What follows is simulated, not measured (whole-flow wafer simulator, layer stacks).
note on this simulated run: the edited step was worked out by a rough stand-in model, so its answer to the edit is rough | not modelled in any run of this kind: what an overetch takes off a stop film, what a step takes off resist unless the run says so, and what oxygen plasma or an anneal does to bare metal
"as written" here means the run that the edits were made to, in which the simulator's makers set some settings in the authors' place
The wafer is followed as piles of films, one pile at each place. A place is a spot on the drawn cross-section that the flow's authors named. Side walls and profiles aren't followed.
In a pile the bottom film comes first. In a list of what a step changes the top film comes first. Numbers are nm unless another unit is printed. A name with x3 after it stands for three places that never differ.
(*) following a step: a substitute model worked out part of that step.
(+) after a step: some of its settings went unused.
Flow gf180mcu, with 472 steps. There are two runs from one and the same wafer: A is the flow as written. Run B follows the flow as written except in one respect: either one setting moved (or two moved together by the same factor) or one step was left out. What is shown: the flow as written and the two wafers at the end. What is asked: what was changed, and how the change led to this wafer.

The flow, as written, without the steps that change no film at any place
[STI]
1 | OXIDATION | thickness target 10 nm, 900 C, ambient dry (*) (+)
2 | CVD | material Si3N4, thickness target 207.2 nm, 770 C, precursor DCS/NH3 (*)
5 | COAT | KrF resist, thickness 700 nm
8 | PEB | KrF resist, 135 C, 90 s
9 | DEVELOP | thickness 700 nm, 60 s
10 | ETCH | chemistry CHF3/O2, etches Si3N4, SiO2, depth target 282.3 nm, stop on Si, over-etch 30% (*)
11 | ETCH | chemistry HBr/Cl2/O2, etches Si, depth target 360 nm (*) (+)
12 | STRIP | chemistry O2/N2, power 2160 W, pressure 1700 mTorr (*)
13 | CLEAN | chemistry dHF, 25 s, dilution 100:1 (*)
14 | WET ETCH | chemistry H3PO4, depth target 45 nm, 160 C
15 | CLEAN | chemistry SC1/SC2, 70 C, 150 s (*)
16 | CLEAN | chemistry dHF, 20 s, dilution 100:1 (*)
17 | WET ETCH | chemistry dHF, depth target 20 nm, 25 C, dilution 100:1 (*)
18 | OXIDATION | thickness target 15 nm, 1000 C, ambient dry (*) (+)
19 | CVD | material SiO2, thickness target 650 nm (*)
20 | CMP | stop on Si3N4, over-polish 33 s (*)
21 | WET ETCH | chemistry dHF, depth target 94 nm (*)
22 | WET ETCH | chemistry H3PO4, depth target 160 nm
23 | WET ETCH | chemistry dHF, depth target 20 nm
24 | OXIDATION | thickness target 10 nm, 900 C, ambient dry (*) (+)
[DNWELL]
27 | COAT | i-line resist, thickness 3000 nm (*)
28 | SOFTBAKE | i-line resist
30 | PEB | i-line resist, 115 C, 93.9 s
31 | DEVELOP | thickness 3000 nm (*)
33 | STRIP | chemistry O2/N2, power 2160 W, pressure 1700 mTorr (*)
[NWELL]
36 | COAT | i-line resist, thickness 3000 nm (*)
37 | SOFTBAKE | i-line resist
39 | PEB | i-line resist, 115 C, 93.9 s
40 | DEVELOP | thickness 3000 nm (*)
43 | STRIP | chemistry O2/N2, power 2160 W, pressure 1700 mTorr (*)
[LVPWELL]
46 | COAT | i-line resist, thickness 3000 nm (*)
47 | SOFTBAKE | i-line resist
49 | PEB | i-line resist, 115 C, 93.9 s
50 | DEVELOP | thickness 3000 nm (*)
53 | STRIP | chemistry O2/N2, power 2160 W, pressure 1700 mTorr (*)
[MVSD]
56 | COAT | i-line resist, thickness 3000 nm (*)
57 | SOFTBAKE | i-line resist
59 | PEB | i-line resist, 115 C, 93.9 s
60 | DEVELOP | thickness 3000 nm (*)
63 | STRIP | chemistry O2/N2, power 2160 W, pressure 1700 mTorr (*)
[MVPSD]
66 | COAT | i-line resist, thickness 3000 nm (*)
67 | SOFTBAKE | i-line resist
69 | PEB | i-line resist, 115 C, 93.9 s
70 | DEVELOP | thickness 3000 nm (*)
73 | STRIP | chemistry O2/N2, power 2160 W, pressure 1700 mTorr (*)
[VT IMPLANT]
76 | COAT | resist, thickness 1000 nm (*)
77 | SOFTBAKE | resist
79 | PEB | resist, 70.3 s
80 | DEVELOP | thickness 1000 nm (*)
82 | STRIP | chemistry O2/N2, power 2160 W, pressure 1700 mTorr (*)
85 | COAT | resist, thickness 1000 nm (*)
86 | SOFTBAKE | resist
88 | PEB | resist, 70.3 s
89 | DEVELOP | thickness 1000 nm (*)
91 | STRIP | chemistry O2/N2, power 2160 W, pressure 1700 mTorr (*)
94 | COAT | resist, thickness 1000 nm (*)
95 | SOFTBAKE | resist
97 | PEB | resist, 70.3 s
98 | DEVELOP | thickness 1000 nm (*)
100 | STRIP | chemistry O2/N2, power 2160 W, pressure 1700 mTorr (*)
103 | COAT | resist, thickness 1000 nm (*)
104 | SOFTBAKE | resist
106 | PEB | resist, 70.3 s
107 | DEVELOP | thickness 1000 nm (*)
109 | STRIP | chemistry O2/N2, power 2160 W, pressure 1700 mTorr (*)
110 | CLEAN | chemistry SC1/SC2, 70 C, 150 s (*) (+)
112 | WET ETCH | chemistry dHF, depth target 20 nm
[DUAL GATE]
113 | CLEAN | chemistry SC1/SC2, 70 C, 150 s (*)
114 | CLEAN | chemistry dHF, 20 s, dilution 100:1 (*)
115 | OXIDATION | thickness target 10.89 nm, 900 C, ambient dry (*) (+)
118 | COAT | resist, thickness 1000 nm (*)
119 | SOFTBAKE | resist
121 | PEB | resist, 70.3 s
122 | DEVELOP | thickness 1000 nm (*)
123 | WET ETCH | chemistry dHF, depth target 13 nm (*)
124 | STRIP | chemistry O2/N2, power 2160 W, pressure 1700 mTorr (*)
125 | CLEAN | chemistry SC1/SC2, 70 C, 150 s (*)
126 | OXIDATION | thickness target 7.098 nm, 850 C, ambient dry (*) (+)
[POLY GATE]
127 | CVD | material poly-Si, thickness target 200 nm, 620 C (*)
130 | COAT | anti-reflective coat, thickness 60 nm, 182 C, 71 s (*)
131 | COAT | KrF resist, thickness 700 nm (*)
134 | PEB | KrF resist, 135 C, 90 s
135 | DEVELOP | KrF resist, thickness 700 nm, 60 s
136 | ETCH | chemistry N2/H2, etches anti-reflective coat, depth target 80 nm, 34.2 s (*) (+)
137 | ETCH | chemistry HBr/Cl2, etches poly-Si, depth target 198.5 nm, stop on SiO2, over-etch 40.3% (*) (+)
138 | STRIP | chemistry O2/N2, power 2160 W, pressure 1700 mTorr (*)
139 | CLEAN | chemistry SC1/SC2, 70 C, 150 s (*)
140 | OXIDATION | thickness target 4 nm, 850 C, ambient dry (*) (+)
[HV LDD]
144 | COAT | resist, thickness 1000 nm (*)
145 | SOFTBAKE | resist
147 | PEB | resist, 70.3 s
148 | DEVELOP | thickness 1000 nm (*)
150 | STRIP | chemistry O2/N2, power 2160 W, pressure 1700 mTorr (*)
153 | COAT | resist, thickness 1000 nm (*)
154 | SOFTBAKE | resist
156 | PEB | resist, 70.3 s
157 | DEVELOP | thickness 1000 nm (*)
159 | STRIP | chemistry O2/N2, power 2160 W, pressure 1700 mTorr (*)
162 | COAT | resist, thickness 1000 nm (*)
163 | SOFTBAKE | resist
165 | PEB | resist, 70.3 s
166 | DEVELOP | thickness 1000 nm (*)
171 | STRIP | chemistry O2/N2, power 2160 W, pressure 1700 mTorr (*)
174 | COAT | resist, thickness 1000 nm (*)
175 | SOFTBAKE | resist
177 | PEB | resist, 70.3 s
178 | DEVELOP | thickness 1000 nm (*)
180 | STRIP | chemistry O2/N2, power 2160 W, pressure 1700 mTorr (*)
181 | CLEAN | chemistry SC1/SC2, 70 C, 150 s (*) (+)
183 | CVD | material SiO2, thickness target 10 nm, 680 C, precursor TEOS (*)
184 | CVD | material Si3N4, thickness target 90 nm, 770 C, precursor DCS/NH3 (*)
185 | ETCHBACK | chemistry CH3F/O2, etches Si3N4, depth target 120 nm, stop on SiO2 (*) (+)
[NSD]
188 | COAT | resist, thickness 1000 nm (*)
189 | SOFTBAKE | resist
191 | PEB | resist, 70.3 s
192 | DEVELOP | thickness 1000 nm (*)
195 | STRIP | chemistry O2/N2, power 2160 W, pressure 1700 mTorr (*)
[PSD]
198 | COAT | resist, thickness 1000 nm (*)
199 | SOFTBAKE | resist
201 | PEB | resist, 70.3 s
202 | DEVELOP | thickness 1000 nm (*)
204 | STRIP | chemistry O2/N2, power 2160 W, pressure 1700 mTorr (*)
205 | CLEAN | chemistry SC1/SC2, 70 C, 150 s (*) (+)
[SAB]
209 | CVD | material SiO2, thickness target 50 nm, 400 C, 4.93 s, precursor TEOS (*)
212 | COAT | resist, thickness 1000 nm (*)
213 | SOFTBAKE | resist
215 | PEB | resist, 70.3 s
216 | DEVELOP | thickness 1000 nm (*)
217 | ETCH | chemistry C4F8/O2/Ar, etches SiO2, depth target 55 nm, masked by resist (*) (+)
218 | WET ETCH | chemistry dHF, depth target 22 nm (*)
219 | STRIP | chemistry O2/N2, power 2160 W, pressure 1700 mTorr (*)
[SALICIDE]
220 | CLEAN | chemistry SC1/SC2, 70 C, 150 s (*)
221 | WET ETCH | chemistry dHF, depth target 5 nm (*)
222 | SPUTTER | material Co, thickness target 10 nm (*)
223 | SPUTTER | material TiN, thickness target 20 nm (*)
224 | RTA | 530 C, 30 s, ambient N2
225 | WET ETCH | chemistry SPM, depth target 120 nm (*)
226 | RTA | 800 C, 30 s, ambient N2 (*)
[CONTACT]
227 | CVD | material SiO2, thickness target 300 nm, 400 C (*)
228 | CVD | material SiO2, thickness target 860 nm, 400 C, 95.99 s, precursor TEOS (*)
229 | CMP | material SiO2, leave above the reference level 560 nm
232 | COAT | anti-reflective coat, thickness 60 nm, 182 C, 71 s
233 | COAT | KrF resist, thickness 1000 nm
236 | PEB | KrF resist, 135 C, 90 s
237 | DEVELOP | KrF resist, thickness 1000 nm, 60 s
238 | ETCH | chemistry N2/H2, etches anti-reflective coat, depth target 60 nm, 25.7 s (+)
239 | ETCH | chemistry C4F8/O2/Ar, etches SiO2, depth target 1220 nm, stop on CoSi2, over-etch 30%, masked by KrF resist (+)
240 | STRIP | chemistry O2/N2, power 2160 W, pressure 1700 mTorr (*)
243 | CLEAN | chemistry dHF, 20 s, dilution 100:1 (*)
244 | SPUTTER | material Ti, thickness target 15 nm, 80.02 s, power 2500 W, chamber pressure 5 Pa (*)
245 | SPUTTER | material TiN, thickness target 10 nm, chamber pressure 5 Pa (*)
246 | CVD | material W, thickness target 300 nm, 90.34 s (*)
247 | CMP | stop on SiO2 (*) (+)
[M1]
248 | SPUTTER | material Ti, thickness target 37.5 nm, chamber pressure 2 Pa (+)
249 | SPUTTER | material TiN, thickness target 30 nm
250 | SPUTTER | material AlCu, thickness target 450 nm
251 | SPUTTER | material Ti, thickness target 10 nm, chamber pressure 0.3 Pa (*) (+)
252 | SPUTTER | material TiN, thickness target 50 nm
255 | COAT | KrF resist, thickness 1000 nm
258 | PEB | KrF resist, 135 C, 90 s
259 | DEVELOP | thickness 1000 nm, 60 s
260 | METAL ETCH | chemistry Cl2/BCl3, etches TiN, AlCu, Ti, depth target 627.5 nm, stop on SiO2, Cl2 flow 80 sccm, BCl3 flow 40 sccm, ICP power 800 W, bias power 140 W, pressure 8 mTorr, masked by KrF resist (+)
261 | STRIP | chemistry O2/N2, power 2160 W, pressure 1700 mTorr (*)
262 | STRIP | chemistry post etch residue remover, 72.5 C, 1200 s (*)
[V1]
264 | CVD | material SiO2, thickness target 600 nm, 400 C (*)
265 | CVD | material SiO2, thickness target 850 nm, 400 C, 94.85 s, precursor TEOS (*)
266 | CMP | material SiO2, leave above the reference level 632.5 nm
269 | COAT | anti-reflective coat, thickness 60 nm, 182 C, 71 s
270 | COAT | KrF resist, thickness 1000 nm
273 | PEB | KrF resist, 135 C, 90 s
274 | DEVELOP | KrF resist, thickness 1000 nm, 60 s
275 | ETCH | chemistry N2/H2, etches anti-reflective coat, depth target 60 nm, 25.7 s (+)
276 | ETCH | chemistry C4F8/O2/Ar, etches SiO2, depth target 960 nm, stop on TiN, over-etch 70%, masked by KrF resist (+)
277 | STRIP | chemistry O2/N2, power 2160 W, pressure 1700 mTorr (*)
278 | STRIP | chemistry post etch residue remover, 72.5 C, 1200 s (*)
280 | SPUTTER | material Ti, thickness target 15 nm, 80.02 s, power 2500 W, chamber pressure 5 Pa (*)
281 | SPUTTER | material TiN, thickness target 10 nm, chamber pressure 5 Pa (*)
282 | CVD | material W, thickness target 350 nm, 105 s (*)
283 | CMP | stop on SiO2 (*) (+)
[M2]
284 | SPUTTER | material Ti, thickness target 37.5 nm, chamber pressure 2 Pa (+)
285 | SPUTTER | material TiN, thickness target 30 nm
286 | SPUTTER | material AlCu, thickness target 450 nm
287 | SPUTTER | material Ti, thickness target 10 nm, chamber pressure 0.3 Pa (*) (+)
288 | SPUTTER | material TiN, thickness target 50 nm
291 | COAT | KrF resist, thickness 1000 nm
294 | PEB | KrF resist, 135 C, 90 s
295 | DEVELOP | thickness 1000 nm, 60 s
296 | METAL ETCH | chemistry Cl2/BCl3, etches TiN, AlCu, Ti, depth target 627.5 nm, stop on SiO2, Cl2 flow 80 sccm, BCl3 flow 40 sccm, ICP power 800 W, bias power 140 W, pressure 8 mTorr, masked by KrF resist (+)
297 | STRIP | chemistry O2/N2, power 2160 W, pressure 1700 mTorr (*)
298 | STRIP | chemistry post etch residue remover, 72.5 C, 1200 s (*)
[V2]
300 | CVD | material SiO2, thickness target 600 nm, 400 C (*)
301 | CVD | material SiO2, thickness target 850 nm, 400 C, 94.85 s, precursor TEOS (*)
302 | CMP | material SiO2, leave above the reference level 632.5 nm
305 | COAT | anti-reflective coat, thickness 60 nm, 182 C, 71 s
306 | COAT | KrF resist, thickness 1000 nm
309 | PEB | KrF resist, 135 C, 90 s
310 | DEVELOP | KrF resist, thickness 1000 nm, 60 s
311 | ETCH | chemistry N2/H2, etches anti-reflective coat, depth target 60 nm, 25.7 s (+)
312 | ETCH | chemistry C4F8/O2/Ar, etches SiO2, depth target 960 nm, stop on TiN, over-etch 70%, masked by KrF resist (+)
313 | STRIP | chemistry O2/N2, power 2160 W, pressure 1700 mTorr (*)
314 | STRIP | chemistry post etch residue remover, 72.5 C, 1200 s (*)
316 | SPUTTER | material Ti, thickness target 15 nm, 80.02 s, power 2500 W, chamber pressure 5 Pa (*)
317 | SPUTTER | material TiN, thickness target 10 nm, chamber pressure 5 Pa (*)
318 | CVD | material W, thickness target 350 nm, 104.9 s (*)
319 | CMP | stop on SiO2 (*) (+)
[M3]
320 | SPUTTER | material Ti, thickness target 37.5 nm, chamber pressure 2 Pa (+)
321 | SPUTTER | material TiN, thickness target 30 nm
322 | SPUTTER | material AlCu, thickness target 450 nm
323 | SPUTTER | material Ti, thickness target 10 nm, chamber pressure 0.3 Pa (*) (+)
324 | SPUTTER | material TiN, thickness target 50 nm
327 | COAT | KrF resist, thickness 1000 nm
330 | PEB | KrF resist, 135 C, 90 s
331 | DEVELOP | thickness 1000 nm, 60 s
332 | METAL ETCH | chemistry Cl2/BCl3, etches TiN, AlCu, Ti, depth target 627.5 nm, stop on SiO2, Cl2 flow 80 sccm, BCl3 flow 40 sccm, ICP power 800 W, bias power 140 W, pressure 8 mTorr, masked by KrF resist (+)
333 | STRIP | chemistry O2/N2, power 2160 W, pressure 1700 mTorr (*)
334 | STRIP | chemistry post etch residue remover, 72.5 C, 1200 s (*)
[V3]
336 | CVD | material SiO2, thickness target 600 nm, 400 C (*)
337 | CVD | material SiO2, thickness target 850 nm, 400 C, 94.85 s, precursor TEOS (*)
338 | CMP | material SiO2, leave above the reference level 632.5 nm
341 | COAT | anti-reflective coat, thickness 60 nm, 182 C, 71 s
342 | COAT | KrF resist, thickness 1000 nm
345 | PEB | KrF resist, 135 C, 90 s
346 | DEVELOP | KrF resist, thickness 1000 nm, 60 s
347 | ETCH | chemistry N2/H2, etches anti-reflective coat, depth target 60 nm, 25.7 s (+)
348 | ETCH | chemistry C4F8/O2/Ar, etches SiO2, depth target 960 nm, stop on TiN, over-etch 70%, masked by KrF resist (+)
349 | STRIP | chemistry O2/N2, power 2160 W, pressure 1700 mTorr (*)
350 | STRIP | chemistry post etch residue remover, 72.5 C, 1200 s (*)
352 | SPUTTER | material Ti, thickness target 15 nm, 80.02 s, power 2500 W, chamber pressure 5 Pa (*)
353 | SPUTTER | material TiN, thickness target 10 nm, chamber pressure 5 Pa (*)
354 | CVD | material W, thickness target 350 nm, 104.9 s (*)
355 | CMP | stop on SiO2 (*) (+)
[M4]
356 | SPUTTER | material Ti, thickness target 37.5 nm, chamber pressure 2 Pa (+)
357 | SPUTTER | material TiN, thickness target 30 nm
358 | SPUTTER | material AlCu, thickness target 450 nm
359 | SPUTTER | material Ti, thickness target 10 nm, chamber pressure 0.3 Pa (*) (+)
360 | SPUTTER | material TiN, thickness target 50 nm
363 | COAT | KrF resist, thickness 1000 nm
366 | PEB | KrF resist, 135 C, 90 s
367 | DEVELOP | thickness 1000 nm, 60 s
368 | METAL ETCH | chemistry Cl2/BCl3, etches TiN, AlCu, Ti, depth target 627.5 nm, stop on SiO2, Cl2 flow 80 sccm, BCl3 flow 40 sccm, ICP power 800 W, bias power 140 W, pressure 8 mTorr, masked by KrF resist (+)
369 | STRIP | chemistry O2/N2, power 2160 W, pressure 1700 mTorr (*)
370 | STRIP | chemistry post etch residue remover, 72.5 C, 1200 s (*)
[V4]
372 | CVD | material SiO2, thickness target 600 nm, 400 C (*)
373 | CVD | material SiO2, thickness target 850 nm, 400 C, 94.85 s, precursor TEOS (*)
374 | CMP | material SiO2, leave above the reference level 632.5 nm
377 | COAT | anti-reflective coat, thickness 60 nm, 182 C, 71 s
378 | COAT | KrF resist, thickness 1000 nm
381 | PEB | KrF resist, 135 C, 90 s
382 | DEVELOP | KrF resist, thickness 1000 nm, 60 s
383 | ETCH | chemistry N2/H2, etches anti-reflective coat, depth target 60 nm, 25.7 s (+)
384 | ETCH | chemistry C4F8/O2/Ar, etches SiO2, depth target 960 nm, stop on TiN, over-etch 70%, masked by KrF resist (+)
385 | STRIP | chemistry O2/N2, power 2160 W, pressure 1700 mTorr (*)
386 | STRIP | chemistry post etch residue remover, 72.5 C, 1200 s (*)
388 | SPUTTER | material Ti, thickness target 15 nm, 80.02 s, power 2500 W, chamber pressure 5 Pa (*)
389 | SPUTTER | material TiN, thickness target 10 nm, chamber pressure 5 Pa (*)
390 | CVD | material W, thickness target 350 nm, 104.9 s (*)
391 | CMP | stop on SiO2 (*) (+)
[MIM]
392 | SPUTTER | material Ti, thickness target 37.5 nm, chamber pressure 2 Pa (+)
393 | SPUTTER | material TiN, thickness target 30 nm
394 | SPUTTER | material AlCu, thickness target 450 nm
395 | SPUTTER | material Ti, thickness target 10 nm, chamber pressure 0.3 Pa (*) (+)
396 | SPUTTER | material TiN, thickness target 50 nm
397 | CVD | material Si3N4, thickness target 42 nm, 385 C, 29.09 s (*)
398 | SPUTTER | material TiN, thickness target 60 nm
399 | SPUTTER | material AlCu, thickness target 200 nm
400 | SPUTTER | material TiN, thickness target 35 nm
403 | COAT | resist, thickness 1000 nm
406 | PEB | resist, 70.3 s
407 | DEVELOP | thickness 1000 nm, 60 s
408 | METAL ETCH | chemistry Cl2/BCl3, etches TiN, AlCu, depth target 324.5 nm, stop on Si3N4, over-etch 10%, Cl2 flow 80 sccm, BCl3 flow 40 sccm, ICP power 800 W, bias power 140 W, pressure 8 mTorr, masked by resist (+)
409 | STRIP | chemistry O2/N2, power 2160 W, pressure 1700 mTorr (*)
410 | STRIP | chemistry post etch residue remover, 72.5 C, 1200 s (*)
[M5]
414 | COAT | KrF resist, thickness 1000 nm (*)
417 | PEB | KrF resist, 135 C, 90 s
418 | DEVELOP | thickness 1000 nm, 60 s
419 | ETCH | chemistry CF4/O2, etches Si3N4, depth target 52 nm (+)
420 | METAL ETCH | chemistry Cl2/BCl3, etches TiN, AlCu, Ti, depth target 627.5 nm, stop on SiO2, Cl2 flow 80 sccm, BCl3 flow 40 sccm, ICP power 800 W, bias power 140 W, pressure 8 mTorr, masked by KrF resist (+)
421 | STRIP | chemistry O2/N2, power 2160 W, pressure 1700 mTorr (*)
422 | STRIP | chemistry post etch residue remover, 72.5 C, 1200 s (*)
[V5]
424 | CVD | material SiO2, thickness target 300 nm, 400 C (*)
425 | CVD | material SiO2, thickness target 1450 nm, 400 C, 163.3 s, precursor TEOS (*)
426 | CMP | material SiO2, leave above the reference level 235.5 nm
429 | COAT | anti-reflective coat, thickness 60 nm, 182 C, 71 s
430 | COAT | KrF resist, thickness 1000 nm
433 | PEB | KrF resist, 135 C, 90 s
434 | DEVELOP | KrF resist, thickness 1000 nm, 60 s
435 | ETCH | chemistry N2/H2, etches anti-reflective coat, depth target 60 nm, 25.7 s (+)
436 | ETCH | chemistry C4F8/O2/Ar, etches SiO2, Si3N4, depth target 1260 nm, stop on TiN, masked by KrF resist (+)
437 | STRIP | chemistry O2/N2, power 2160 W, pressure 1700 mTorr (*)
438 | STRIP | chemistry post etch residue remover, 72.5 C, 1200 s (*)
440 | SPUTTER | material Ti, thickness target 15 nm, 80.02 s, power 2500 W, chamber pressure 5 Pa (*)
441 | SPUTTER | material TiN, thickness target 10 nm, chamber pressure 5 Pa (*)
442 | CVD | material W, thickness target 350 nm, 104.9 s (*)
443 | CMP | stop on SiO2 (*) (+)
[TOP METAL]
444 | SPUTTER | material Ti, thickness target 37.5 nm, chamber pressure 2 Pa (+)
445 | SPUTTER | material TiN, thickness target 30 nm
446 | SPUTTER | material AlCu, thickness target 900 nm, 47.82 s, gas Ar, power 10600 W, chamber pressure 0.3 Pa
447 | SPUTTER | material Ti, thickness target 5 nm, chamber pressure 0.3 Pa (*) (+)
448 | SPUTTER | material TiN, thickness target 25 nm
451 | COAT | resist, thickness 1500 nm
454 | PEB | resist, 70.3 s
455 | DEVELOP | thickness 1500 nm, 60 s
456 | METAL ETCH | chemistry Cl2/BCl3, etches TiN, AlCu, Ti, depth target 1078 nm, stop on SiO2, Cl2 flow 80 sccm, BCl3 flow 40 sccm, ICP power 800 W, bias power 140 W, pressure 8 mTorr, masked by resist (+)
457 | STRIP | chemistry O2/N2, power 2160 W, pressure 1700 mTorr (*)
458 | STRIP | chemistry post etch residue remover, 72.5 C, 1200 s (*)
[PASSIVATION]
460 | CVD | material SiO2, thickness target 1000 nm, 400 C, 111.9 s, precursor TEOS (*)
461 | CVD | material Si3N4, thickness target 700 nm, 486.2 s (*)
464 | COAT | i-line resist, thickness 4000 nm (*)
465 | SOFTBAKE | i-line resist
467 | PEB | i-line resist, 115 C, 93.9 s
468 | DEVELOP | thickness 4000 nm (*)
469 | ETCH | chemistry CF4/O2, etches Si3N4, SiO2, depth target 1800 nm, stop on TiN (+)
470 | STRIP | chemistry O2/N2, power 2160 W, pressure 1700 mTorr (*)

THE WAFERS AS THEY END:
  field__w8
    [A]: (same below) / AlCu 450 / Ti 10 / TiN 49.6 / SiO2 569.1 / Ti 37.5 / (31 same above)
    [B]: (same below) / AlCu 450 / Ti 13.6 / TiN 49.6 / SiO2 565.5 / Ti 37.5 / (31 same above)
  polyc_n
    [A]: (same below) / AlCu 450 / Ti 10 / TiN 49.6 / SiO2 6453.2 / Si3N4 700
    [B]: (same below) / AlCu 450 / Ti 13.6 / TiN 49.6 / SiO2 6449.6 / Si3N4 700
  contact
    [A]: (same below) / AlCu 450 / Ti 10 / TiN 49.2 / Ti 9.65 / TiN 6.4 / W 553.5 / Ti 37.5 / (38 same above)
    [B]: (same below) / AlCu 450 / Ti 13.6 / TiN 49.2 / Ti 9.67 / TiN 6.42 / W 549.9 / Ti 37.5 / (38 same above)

What caused this: step 251, SPUTTER: thickness target 13.6 nm was run, though the flow has thickness target 10 nm.
The wafer lets one read it off: field__w8 has Ti 13.6, and step 251 as written asks for 10 nm.

How this came from the change, step by step:
  251 | SPUTTER | material Ti, thickness target 10 nm, chamber pressure 0.3 Pa (*) (+)
      field, field__w1, field__w2 and 108 more: A +10 Ti (new film) | B +13.6 Ti (new film)
  260 | METAL ETCH | chemistry Cl2/BCl3, etches TiN, AlCu, Ti, depth target 627.5 nm, stop on SiO2, Cl2 flow 80 sccm, BCl3 flow 40 sccm, ICP power 800 W, bias power 140 W, pressure 8 mTorr, masked by KrF resist (+)
      field, field__w1, field__w2 and 99 more: A -50 TiN (all of it), -10 Ti (all of it), -450 AlCu (all of it), -30 TiN (all of it), -37.5 Ti (all of it) | B -50 TiN (all of it), -13.6 Ti (all of it), -450 AlCu (all of it), -30 TiN (all of it), -37.5 Ti (all of it)
